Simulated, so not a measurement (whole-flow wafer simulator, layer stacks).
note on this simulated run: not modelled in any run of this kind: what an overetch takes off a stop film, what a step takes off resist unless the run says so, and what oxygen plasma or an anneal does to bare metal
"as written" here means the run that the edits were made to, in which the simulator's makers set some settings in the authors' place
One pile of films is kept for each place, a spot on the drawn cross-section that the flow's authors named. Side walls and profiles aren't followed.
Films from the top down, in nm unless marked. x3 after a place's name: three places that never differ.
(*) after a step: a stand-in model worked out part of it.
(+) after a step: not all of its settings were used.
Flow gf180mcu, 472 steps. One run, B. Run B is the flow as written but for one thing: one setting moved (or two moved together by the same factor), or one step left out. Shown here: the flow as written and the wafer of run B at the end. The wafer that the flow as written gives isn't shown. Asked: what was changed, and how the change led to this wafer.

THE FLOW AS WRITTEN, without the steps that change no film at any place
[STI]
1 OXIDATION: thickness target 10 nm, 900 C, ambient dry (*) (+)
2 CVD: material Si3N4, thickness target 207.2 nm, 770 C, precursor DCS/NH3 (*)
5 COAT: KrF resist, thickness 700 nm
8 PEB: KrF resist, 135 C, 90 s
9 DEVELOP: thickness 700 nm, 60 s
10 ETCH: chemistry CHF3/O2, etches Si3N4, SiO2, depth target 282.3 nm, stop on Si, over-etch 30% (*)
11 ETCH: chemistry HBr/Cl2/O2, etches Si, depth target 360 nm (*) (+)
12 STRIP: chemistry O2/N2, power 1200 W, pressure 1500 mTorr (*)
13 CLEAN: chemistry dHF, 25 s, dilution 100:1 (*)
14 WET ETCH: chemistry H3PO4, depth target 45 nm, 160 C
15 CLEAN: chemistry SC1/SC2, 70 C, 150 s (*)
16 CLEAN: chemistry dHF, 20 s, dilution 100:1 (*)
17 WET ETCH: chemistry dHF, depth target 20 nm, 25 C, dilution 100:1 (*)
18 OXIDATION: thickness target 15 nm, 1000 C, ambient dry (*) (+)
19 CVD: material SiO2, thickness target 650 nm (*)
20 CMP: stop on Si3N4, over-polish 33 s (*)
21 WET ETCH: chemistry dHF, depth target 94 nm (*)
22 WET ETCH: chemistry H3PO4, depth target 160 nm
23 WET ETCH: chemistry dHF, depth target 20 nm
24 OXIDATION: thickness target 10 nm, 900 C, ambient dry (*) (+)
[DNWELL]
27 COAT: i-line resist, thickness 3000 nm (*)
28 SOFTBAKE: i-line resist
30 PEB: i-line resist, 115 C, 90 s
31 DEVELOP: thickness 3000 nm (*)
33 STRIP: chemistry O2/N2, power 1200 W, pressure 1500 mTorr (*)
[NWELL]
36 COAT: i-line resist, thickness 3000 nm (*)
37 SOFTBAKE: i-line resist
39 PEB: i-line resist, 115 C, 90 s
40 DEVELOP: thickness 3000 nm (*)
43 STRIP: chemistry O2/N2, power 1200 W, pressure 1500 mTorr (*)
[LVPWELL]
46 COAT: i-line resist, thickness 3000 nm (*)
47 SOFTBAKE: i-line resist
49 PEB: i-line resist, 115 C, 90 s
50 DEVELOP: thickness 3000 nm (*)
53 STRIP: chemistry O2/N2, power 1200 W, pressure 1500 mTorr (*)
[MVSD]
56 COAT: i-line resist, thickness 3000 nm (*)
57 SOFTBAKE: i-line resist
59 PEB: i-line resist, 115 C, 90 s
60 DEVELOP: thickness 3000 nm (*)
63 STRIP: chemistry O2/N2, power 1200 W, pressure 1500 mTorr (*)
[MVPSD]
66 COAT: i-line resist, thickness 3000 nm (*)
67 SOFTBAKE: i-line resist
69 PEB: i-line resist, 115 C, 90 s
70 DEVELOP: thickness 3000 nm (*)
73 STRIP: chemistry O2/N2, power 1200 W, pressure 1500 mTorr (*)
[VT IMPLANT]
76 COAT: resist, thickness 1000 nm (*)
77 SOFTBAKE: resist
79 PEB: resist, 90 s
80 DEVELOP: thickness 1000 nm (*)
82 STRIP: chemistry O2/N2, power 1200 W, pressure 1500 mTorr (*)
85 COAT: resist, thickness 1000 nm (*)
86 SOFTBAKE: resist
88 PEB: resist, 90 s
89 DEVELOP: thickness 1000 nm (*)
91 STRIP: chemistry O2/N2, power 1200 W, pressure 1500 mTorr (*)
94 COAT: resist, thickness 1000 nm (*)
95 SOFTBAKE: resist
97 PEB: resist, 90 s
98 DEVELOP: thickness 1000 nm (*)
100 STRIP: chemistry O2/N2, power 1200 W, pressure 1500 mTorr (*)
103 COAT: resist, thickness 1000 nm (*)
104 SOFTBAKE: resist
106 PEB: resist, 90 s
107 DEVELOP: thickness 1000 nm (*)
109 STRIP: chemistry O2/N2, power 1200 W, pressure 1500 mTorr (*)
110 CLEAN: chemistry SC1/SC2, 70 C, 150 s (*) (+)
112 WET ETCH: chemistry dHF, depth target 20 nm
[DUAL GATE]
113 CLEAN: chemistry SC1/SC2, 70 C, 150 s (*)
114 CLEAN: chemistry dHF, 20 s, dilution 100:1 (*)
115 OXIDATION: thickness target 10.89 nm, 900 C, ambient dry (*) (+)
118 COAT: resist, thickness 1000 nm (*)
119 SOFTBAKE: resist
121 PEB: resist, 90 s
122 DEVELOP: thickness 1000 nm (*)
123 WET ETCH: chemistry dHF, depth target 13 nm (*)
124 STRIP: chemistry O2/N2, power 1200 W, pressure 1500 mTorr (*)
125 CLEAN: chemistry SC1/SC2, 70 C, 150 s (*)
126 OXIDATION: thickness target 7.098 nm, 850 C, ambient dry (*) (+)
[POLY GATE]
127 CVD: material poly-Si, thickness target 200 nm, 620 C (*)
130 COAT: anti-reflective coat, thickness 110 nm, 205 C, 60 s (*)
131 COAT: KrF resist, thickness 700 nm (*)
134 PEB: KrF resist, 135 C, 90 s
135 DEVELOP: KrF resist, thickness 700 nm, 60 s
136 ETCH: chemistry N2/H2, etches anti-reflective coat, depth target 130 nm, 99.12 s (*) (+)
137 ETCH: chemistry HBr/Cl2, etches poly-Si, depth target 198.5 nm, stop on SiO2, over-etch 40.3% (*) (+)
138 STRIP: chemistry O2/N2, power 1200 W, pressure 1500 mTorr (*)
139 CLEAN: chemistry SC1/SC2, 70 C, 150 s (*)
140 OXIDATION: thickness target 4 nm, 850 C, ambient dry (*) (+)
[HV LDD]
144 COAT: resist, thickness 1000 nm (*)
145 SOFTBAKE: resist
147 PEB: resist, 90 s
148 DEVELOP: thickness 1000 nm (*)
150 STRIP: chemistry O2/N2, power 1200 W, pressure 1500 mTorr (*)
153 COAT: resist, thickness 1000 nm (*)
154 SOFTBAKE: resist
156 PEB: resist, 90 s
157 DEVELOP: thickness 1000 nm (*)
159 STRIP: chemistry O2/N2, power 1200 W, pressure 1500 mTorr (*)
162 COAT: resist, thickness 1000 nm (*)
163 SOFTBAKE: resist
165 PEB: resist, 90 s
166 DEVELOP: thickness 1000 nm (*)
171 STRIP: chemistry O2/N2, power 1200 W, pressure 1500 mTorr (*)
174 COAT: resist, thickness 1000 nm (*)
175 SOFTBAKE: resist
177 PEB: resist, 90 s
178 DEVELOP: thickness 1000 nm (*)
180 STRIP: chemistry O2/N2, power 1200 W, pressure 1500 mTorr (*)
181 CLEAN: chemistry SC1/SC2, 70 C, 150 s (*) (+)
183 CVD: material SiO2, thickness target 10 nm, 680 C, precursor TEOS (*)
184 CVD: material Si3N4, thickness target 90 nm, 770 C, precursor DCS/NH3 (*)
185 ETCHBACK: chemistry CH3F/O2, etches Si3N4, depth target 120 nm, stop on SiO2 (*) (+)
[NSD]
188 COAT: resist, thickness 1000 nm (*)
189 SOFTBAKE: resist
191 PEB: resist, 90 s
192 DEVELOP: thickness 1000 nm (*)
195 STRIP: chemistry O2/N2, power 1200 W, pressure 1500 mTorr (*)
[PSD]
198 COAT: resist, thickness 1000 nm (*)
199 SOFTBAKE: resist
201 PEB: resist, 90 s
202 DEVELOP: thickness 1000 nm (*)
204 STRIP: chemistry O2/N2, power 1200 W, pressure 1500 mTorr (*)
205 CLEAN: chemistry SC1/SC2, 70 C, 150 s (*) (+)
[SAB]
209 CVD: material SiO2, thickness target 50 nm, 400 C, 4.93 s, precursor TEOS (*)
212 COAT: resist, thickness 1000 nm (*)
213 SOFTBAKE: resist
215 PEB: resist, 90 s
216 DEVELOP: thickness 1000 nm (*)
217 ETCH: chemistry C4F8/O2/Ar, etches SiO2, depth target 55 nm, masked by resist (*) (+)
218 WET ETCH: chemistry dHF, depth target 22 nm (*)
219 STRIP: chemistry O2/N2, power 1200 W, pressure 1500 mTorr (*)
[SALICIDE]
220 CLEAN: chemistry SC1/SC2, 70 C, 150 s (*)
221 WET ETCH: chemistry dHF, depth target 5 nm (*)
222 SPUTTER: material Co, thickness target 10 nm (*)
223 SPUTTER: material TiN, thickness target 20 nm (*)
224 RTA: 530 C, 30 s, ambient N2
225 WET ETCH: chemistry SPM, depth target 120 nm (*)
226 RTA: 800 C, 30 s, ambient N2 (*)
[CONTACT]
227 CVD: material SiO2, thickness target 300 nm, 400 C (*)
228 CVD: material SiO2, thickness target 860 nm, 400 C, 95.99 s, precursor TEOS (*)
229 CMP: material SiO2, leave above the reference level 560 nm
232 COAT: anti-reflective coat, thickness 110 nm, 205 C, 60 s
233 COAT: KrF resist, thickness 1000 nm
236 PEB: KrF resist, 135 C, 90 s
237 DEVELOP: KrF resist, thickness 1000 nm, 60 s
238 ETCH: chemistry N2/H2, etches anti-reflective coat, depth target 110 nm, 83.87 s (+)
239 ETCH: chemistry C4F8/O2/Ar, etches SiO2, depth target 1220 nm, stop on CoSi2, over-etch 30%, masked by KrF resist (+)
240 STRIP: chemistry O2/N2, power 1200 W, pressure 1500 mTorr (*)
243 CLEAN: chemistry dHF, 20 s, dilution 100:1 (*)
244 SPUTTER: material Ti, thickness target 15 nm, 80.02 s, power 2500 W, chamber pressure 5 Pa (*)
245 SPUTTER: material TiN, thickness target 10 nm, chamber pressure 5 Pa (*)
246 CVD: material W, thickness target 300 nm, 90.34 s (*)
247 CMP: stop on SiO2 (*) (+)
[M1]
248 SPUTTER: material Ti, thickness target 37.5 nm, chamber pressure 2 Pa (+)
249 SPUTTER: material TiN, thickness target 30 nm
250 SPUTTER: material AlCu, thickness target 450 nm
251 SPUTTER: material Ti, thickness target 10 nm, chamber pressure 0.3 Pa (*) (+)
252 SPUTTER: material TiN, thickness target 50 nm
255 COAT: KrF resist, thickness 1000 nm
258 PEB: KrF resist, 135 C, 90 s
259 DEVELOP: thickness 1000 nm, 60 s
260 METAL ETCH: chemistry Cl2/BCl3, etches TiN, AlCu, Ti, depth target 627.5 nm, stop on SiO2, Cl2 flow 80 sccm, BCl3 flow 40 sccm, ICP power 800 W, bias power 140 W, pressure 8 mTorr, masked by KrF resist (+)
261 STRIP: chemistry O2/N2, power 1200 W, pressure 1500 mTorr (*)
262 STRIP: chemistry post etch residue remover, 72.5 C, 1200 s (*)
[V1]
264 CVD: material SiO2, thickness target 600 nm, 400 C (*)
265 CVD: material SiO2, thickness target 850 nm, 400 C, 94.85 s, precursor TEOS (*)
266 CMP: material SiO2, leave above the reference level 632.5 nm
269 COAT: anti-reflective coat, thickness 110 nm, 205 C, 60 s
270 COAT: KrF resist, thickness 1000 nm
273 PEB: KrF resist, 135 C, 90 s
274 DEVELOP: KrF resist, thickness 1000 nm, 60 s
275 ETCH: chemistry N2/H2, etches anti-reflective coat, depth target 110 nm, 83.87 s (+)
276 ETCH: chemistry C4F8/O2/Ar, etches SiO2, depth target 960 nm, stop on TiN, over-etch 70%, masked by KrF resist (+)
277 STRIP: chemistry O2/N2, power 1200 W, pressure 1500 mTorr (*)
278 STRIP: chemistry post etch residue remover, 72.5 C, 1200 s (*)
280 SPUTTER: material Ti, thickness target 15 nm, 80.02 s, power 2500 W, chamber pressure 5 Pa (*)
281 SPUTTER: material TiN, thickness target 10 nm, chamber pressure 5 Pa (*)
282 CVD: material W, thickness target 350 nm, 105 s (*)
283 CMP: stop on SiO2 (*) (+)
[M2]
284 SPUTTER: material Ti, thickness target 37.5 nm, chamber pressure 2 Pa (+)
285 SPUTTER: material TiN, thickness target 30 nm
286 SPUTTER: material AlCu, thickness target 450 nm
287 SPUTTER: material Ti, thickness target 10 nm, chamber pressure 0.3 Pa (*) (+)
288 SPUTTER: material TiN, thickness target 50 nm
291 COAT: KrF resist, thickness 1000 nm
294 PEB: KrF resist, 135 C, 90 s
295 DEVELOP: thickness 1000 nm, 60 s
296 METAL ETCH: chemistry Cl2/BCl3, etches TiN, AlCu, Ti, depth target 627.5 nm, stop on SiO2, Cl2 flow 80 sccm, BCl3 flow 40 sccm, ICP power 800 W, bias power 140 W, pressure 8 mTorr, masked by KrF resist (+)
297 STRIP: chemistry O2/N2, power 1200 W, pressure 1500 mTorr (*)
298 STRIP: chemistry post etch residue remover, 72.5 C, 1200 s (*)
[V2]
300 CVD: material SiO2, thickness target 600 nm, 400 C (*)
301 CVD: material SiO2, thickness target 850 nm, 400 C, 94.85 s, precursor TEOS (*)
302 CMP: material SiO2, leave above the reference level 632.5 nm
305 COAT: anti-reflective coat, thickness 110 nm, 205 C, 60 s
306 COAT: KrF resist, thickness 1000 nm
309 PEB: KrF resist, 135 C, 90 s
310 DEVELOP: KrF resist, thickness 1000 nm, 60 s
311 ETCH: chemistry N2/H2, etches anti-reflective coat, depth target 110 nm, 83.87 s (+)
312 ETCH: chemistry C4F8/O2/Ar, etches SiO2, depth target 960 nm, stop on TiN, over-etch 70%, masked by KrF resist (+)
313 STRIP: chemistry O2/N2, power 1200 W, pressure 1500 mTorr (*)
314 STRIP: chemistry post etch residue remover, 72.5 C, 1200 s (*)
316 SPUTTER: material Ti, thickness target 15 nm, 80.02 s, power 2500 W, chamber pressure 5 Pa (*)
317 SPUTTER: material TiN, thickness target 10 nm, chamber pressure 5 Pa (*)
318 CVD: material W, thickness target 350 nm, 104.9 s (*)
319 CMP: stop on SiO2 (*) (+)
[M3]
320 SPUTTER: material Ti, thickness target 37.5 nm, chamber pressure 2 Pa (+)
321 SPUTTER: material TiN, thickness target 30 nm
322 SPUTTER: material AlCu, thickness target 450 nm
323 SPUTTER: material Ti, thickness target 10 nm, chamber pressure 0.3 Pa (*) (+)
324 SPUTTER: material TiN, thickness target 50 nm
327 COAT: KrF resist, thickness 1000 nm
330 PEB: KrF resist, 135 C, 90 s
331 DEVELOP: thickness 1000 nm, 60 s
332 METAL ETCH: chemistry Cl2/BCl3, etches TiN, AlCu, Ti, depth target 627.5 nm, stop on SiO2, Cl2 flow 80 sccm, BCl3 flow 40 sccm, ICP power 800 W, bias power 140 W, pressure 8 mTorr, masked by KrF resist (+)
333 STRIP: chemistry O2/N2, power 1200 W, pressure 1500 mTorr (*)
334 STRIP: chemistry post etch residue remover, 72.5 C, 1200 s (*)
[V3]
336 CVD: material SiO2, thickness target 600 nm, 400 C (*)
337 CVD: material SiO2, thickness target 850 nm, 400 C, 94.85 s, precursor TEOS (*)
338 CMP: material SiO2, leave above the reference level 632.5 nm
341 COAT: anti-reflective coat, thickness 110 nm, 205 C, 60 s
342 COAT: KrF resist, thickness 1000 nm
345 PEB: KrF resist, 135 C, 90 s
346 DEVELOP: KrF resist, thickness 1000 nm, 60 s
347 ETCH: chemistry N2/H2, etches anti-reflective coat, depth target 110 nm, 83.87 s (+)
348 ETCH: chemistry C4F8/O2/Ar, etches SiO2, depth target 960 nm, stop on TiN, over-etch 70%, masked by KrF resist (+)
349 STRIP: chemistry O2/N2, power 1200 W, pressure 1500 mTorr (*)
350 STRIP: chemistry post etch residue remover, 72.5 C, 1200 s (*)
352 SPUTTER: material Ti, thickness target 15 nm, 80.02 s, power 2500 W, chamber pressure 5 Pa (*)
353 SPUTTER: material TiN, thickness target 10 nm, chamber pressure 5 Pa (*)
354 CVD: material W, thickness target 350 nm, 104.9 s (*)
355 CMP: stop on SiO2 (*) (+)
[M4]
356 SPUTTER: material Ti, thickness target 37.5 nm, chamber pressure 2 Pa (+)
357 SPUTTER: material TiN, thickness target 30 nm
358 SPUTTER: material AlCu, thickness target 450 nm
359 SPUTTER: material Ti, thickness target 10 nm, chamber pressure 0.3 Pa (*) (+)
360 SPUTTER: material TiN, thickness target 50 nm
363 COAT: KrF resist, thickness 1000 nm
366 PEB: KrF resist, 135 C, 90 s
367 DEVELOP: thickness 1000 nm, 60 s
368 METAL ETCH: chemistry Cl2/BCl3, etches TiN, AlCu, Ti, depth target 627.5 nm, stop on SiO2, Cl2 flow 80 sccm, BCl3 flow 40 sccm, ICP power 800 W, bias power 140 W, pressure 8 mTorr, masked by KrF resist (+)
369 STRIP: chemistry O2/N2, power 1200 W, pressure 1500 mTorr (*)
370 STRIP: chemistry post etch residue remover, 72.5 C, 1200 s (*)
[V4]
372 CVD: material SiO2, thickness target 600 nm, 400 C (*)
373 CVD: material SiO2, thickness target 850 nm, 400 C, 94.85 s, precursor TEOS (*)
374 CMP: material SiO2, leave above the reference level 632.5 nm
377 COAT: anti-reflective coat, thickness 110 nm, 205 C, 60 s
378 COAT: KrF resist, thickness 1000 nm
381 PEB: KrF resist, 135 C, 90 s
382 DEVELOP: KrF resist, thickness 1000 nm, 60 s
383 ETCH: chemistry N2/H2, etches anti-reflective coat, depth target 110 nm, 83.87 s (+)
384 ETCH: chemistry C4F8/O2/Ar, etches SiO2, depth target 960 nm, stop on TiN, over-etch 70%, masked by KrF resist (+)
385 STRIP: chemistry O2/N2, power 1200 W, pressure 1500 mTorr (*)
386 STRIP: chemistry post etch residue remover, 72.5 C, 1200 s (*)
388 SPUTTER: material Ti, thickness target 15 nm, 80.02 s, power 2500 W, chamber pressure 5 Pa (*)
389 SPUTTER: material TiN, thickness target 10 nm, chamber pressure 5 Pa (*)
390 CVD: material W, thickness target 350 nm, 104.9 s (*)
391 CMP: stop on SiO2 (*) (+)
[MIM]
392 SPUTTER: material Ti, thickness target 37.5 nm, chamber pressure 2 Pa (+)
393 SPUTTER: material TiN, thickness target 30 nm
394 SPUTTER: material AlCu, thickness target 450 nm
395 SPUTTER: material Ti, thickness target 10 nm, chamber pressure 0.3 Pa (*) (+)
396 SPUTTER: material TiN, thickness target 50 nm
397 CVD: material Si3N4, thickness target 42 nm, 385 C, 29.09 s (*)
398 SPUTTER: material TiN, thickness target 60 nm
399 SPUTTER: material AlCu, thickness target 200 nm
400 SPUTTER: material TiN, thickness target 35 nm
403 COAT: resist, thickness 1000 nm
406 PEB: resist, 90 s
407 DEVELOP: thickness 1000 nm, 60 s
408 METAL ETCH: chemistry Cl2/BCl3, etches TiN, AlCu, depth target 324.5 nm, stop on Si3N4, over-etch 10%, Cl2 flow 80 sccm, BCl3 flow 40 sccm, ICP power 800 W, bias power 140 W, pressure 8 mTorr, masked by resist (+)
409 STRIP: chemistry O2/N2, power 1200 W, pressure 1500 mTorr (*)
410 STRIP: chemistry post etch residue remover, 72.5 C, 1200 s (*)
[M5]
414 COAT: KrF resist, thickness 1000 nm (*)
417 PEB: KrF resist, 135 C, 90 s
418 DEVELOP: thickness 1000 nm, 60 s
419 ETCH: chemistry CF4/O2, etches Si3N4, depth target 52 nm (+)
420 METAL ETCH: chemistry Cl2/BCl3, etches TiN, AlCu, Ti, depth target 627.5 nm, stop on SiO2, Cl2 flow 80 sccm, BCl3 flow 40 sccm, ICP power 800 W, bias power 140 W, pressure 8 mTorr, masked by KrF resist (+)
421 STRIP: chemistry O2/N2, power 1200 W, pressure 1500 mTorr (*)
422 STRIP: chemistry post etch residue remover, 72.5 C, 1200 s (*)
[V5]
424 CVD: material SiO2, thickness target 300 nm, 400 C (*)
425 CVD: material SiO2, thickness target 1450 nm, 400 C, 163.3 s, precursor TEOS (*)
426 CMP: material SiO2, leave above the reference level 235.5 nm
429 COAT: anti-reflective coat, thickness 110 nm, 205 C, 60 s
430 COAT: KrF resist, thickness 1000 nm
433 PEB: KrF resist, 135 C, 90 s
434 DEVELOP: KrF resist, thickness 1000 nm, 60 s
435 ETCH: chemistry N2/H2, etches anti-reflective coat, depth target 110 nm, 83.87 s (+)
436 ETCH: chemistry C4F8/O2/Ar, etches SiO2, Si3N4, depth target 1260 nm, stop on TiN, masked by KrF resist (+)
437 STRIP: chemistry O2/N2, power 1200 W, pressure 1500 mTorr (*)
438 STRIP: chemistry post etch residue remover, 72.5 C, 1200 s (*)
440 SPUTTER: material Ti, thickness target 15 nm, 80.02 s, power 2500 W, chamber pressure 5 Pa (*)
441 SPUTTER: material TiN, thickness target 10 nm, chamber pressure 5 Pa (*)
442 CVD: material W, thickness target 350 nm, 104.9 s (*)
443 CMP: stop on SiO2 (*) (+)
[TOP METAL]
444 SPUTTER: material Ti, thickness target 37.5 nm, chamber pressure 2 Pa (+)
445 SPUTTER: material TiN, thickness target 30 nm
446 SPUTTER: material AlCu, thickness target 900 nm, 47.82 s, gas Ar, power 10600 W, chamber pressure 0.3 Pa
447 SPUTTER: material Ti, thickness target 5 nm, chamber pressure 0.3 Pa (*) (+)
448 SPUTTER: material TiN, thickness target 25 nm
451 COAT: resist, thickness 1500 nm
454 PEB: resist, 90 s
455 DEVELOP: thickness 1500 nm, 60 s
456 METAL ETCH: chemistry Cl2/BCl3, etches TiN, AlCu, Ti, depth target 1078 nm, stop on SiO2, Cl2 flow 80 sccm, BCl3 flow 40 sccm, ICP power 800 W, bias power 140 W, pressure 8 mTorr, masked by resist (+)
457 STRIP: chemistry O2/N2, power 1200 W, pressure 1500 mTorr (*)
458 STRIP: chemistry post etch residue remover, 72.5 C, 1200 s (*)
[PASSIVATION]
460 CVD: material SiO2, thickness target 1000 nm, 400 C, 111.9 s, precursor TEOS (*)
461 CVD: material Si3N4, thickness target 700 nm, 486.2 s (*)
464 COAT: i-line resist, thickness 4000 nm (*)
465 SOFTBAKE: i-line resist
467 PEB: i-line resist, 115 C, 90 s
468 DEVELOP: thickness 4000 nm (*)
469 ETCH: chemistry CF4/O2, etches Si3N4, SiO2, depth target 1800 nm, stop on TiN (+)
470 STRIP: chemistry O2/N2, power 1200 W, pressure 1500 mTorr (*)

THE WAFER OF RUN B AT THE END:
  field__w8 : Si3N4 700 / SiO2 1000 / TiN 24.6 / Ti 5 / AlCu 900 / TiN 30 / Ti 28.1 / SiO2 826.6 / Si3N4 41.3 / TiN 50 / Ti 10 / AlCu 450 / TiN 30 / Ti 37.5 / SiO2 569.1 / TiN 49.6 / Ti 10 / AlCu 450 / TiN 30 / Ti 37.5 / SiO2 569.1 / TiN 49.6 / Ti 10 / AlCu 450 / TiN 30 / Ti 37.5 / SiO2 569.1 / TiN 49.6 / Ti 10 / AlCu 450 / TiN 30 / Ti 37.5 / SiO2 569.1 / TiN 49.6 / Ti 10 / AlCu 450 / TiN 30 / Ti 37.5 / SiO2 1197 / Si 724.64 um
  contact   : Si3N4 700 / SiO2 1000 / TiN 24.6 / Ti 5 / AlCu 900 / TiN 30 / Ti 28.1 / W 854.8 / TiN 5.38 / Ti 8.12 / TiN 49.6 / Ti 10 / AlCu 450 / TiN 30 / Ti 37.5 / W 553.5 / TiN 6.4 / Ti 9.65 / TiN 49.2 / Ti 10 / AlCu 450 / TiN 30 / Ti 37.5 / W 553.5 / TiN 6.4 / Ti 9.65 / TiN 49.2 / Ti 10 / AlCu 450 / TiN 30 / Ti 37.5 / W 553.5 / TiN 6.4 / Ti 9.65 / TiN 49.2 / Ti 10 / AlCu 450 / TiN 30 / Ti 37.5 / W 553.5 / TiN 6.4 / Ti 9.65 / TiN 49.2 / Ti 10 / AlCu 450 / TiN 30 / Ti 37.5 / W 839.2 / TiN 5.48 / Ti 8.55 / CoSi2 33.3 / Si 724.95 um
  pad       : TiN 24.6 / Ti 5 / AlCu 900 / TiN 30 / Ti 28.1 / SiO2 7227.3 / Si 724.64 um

The cause: step 444, SPUTTER: thickness target 28.12 nm was run, where the flow has thickness target 37.5 nm.
It can be read off the wafer: field__w8 has Ti 28.1, and step 444 as written asks for 37.5 nm.

How the change led to this, step by step:
  444 SPUTTER: material Ti, thickness target 37.5 nm, chamber pressure 2 Pa (+)
      field, field__w1, field__w2 and 109 more: Ti +28.1 (new film) (as written it would be: Ti +37.5 (new film))
  456 METAL ETCH: chemistry Cl2/BCl3, etches TiN, AlCu, Ti, depth target 1078 nm, stop on SiO2, Cl2 flow 80 sccm, BCl3 flow 40 sccm, ICP power 800 W, bias power 140 W, pressure 8 mTorr, masked by resist (+)
      field, field__w1, field__w2 and 103 more: TiN -25 (all of it), Ti -5 (all of it), AlCu -900 (all of it), TiN -30 (all of it), Ti -28.1 (all of it) (as written it would be: TiN -25 (all of it), Ti -5 (all of it), AlCu -900 (all of it), TiN -30 (all of it), Ti -37.5 (all of it))
